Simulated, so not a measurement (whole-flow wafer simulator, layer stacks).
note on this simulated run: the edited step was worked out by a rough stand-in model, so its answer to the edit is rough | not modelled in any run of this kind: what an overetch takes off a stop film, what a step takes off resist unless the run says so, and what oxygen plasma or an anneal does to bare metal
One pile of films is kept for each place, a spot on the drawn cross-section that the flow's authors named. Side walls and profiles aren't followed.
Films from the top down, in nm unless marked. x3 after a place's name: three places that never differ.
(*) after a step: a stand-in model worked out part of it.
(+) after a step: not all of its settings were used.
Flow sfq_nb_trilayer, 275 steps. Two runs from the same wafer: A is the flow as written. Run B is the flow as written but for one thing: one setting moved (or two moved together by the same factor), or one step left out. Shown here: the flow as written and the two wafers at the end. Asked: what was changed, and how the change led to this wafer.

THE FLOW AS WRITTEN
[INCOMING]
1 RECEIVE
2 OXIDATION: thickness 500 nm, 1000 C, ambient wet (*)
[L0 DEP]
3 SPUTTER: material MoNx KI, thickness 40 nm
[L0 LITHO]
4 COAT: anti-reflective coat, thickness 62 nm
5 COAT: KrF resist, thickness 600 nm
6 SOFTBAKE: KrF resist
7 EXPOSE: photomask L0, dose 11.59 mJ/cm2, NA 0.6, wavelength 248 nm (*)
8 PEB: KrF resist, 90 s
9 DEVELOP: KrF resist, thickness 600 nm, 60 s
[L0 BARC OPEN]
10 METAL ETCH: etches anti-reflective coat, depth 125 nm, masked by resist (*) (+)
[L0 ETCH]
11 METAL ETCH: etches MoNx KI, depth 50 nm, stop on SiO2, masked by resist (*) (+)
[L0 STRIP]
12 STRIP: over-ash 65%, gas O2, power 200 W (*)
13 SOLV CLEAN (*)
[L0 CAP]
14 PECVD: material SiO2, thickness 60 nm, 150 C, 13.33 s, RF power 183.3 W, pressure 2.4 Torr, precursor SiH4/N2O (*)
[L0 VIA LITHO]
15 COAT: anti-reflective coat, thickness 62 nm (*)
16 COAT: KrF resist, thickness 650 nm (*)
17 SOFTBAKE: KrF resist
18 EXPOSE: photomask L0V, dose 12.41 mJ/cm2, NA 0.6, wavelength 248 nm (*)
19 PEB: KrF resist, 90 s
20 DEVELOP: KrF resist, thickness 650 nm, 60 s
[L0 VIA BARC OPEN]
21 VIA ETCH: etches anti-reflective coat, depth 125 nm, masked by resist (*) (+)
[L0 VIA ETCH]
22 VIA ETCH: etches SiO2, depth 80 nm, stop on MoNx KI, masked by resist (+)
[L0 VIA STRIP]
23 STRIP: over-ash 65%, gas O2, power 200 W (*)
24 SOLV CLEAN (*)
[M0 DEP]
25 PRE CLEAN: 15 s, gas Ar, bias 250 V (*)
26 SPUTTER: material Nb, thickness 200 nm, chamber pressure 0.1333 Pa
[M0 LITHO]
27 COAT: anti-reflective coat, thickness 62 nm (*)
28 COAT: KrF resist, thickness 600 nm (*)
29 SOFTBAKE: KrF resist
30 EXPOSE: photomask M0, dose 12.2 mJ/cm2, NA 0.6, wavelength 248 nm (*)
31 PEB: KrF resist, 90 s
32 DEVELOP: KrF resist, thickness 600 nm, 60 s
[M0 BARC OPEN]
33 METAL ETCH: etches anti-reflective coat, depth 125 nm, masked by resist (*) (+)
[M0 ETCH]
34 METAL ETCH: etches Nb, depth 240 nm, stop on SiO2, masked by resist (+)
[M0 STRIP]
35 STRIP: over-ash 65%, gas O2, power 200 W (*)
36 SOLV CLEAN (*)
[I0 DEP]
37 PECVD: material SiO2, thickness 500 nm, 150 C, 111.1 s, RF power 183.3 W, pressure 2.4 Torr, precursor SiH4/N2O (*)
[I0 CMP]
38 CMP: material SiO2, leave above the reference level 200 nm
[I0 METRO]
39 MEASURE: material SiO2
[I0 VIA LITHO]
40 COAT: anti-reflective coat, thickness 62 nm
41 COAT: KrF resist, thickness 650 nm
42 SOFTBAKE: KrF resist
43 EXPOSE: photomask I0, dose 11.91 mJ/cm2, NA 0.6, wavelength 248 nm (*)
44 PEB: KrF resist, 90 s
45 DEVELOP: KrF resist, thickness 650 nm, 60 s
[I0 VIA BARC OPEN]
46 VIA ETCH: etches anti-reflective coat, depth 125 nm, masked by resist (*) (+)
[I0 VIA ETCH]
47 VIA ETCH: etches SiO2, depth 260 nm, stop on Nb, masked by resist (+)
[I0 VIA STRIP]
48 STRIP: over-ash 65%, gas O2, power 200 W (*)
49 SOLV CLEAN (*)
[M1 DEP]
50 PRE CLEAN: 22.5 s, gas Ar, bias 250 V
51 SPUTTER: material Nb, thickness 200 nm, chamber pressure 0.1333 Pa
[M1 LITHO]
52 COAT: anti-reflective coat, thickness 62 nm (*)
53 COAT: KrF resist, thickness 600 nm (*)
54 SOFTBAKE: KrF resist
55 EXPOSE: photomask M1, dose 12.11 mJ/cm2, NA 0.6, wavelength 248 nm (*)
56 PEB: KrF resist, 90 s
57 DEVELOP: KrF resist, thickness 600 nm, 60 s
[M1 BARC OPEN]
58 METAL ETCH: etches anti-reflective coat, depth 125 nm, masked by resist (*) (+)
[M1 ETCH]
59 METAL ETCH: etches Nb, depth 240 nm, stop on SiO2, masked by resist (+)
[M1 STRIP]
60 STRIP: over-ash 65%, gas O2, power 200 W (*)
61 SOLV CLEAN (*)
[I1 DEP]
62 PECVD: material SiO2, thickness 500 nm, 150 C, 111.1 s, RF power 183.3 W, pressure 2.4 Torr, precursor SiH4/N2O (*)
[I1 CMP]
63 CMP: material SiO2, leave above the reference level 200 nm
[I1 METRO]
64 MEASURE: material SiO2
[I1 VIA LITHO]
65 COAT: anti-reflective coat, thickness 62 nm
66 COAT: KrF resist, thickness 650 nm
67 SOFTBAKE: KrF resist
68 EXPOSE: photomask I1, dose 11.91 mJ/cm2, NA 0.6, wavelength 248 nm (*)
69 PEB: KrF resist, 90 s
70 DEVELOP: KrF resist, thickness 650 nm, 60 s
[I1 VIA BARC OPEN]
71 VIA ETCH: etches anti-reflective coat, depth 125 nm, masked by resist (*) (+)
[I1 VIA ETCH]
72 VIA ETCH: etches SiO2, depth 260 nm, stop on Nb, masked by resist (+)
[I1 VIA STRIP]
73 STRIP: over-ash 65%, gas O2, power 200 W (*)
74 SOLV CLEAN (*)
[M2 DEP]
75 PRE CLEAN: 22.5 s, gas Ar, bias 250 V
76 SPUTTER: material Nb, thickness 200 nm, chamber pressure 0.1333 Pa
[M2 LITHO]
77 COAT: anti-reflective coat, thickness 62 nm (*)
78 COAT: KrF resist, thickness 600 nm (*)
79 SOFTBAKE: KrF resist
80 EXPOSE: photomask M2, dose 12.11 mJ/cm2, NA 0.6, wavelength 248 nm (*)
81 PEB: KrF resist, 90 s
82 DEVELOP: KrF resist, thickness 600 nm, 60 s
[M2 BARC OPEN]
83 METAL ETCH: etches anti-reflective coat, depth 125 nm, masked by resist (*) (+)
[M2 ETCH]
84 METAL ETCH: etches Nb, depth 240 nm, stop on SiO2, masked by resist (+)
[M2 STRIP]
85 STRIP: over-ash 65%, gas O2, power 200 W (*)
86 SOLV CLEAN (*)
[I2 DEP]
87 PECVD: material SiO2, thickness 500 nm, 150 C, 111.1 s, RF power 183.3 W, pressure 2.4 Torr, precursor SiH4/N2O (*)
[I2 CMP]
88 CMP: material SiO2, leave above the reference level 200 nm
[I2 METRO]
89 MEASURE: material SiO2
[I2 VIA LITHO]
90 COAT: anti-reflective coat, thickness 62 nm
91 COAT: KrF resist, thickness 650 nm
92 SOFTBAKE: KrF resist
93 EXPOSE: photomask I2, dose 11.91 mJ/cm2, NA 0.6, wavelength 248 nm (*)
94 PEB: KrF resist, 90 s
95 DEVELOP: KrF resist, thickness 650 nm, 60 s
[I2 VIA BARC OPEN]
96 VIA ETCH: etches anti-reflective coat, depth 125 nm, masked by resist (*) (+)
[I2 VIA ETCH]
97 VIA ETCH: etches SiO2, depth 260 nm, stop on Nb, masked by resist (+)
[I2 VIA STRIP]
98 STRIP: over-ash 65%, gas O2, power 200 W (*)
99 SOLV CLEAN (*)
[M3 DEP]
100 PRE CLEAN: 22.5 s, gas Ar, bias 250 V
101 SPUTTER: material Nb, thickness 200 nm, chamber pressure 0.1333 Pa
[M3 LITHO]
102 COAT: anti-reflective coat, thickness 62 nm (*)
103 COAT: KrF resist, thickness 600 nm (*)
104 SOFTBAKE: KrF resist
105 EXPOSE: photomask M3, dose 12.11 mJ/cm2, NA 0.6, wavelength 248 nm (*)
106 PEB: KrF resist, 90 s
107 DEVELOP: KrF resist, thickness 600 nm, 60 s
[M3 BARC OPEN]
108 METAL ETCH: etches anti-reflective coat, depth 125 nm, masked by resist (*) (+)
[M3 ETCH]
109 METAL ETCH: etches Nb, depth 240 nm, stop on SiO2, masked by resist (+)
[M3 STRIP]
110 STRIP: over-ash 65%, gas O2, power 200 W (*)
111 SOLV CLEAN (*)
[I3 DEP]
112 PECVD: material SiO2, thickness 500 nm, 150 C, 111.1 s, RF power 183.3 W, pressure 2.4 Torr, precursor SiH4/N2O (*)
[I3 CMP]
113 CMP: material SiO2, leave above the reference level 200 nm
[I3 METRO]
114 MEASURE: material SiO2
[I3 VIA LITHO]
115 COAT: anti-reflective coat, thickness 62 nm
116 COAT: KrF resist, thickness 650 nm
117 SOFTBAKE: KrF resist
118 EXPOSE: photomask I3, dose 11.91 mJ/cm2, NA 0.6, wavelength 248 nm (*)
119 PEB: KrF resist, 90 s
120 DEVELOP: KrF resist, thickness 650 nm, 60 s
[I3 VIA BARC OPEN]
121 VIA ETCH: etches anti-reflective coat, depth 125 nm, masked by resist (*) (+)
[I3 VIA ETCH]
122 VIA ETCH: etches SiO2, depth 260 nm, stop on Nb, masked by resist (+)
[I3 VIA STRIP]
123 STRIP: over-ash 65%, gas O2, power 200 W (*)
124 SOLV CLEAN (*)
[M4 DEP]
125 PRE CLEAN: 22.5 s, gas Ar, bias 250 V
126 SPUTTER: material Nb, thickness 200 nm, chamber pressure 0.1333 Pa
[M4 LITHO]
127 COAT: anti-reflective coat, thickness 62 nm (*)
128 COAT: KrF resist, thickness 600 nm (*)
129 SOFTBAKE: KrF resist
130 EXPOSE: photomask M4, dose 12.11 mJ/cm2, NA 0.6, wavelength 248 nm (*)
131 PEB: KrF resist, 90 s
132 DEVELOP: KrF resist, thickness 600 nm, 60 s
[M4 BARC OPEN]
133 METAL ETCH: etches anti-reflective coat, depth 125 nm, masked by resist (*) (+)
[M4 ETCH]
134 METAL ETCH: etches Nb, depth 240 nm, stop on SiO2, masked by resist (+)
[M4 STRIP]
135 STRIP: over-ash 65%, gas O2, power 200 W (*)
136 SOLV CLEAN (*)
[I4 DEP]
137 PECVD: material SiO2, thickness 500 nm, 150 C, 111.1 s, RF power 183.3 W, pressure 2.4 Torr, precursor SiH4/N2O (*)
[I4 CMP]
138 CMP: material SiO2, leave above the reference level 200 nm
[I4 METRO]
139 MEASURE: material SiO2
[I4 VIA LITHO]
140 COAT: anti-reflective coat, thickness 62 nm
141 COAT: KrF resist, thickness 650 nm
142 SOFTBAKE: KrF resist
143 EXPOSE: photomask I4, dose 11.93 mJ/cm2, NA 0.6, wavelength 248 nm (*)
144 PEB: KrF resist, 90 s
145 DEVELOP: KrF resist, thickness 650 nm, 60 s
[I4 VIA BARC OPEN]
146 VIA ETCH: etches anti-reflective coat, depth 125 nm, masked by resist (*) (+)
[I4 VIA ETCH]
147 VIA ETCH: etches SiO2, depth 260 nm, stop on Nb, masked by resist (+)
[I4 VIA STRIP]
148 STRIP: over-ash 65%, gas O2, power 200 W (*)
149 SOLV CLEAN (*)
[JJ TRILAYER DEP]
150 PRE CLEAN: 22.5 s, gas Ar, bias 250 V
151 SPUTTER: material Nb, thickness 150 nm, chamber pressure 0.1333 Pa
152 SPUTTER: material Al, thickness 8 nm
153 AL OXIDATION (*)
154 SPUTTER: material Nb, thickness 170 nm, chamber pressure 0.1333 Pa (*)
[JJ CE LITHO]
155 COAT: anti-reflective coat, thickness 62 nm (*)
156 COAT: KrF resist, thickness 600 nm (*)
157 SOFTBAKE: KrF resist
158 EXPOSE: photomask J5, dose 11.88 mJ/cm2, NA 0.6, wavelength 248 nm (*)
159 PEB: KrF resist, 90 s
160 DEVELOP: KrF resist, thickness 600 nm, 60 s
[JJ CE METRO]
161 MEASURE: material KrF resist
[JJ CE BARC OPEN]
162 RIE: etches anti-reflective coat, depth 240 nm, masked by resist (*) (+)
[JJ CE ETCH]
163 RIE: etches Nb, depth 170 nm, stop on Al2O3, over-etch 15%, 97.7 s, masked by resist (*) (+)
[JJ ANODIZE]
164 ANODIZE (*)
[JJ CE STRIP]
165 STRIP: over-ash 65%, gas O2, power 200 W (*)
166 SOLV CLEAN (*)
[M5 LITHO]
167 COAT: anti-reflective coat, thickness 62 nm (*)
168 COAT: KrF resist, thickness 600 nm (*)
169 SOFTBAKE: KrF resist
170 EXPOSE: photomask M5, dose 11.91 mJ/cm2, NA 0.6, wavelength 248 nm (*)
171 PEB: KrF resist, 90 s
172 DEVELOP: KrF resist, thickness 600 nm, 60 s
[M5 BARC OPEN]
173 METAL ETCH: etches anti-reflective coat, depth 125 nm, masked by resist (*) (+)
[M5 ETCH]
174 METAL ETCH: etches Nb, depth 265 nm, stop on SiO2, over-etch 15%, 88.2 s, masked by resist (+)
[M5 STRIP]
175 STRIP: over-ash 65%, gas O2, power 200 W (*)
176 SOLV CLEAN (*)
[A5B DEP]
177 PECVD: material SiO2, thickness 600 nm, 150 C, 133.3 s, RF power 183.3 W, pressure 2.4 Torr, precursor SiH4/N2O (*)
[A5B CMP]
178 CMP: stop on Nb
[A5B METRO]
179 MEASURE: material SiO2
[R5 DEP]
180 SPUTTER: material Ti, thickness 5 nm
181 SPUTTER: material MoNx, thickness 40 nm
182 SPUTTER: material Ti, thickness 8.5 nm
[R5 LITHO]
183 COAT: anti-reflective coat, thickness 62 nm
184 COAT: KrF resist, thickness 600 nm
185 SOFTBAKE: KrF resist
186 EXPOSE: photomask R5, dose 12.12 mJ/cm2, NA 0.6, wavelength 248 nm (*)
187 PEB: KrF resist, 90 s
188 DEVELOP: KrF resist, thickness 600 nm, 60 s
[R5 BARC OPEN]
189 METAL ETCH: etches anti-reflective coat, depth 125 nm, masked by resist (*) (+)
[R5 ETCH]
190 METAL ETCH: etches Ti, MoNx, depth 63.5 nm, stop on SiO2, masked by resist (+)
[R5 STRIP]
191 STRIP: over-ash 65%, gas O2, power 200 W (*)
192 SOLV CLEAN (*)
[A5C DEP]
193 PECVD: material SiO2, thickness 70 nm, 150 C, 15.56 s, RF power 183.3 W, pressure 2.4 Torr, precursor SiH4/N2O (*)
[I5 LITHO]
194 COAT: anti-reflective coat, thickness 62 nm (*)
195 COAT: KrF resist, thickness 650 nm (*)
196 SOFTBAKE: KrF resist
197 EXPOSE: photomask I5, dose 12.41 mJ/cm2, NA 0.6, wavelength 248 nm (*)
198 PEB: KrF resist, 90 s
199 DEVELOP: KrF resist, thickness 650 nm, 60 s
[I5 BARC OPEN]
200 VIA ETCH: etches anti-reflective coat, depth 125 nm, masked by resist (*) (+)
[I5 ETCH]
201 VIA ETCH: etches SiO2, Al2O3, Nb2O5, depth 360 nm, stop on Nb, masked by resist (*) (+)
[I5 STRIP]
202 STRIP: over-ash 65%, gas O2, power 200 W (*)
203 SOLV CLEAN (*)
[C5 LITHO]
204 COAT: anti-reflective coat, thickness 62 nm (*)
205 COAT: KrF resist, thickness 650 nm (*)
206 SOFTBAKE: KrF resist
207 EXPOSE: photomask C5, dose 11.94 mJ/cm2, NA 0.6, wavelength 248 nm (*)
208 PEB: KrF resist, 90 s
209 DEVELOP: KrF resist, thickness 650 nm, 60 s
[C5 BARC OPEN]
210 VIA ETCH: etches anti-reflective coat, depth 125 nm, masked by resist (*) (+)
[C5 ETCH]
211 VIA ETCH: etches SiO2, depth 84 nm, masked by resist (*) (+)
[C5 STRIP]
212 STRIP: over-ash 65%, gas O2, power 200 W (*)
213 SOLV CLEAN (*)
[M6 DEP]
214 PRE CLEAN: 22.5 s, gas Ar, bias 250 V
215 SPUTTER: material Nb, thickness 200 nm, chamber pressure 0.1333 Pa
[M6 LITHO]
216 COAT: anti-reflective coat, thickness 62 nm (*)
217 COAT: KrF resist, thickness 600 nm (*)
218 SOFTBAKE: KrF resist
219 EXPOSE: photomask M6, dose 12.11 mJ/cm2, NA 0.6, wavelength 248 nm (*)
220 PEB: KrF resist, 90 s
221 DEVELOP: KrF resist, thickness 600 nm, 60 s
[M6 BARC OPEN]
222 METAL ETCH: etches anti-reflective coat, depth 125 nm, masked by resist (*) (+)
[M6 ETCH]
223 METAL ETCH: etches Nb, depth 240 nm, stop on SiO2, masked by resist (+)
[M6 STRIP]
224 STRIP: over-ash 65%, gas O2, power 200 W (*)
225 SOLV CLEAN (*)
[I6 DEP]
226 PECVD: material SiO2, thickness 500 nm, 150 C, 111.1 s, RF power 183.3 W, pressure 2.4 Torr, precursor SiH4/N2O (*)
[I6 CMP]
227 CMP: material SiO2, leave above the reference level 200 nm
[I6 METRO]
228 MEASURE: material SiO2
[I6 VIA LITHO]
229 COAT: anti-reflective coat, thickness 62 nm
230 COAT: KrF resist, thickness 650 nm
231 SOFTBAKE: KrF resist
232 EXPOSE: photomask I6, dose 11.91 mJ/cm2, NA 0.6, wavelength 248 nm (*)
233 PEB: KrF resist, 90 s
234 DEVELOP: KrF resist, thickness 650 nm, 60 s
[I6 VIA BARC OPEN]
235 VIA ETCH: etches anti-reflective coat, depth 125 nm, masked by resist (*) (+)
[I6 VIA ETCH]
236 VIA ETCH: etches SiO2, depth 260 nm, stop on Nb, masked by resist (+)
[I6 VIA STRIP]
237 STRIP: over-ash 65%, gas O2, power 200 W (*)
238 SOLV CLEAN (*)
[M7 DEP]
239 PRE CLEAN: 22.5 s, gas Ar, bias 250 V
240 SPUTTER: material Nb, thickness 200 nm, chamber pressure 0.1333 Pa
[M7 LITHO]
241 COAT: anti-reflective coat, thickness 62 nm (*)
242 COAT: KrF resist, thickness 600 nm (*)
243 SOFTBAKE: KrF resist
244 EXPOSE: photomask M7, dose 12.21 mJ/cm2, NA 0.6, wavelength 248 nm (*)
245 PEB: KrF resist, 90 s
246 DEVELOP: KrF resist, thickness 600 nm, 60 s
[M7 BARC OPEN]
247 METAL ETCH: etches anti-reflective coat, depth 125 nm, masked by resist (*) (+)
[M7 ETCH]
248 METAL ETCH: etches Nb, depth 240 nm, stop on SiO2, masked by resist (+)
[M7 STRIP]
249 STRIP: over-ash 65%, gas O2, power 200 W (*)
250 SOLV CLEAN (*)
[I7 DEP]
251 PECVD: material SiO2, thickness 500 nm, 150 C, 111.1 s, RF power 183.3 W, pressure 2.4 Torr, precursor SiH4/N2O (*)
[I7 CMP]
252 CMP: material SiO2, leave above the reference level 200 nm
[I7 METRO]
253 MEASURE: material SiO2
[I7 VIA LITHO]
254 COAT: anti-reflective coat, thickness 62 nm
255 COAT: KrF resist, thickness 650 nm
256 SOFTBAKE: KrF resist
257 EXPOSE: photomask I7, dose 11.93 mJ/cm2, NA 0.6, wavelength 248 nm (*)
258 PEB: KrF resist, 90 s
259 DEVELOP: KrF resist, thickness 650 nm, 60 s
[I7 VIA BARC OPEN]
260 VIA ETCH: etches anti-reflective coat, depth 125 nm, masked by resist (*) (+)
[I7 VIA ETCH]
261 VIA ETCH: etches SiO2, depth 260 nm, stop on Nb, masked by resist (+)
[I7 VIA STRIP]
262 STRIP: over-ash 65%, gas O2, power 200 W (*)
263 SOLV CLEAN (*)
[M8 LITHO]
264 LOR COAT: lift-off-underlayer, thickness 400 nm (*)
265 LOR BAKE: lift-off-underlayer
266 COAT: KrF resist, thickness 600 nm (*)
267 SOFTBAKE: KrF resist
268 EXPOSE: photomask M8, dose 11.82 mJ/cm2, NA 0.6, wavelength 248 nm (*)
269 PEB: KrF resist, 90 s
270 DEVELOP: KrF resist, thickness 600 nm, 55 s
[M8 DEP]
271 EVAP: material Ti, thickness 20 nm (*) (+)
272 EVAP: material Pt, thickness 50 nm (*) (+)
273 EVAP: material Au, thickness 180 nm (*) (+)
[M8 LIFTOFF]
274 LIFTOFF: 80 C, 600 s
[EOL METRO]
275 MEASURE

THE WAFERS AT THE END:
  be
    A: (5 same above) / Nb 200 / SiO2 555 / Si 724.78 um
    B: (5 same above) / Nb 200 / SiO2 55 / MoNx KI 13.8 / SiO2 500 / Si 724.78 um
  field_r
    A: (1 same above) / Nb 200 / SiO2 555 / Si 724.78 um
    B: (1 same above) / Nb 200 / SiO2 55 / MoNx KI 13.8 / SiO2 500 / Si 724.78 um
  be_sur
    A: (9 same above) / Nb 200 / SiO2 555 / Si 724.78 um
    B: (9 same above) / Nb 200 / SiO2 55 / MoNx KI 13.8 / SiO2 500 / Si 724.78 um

The cause: step 11, METAL ETCH: depth 26.2 nm was run, where the flow has depth 50 nm.

How the change led to this, step by step:
  11 METAL ETCH: etches MoNx KI, depth 50 nm, stop on SiO2, masked by resist (*) (+)
      v_sur, via_wl, via_w and 97 more: A MoNx KI -40 (all of it) | B MoNx KI -26.2
      field_l, l0_sur, l0v, l0r_line_l, l0r_line_c, l0r_line_r: A KrF resist -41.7 | B KrF resist -21.8
  12 STRIP: over-ash 65%, gas O2, power 200 W (*)
      field_l, l0_sur, l0v, l0r_line_l, l0r_line_c, l0r_line_r: A KrF resist -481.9 (all of it), anti-reflective coat -62 (all of it) | B KrF resist -501.7 (all of it), anti-reflective coat -62 (all of it)
  14 PECVD: material SiO2, thickness 60 nm, 150 C, 13.33 s, RF power 183.3 W, pressure 2.4 Torr, precursor SiH4/N2O (*)
      v_sur, via_wl, via_w and 97 more: A SiO2 +60 | B SiO2 +60 (new film)
  15 COAT: anti-reflective coat, thickness 62 nm (*)
      field_l: A anti-reflective coat +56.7 (new film) | B anti-reflective coat +58.3 (new film)
      v_sur: A anti-reflective coat +72.2 (new film) | B anti-reflective coat +68.8 (new film)
      (and at 3 more places)
  23 STRIP: over-ash 65%, gas O2, power 200 W (*)
      field_l: A KrF resist -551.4 (all of it), anti-reflective coat -56.7 (all of it) | B KrF resist -554.4 (all of it), anti-reflective coat -58.3 (all of it)
      v_sur: A KrF resist -570.5 (all of it), anti-reflective coat -72.2 (all of it) | B KrF resist -566.5 (all of it), anti-reflective coat -68.8 (all of it)
      (and at 3 more places)
  27 COAT: anti-reflective coat, thickness 62 nm (*)
      field_l: A anti-reflective coat +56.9 (new film) | B anti-reflective coat +58.5 (new film)
      v_sur: A anti-reflective coat +72.3 (new film) | B anti-reflective coat +68.7 (new film)
      (and at 3 more places)
  35 STRIP: over-ash 65%, gas O2, power 200 W (*)
      field_l: A KrF resist -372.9 (all of it), anti-reflective coat -56.9 (all of it) | B KrF resist -376.2 (all of it), anti-reflective coat -58.5 (all of it)
      v_sur: A KrF resist -391.6 (all of it), anti-reflective coat -72.3 (all of it) | B KrF resist -388.3 (all of it), anti-reflective coat -68.7 (all of it)
      (and at 3 more places)
  38 CMP: material SiO2, leave above the reference level 200 nm
      field_l, l0_sur, l0r_line_l, l0r_line_c, l0r_line_r: A SiO2 -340 | B SiO2 -326.2
      l0v: A SiO2 -277.8 | B SiO2 -264
Counting metal films that touch as one body, be has 4 bodies (between them, from the top down: SiO2 503.2; SiO2 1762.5; SiO2 55); the flow as written gives 3 bodies (between them, from the top down: SiO2 503.2; SiO2 1762.5).
Counting metal films that touch as one body, field_r has 2 bodies (between them, from the top down: SiO2 55); the flow as written gives 1 body.
Counting metal films that touch as one body, be_sur has 5 bodies (between them, from the top down: SiO2 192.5; SiO2 209 / Al2O3 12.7 / Nb2O5 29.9; SiO2 1762.5; SiO2 55); the flow as written gives 4 bodies (between them, from the top down: SiO2 192.5; SiO2 209 / Al2O3 12.7 / Nb2O5 29.9; SiO2 1762.5).
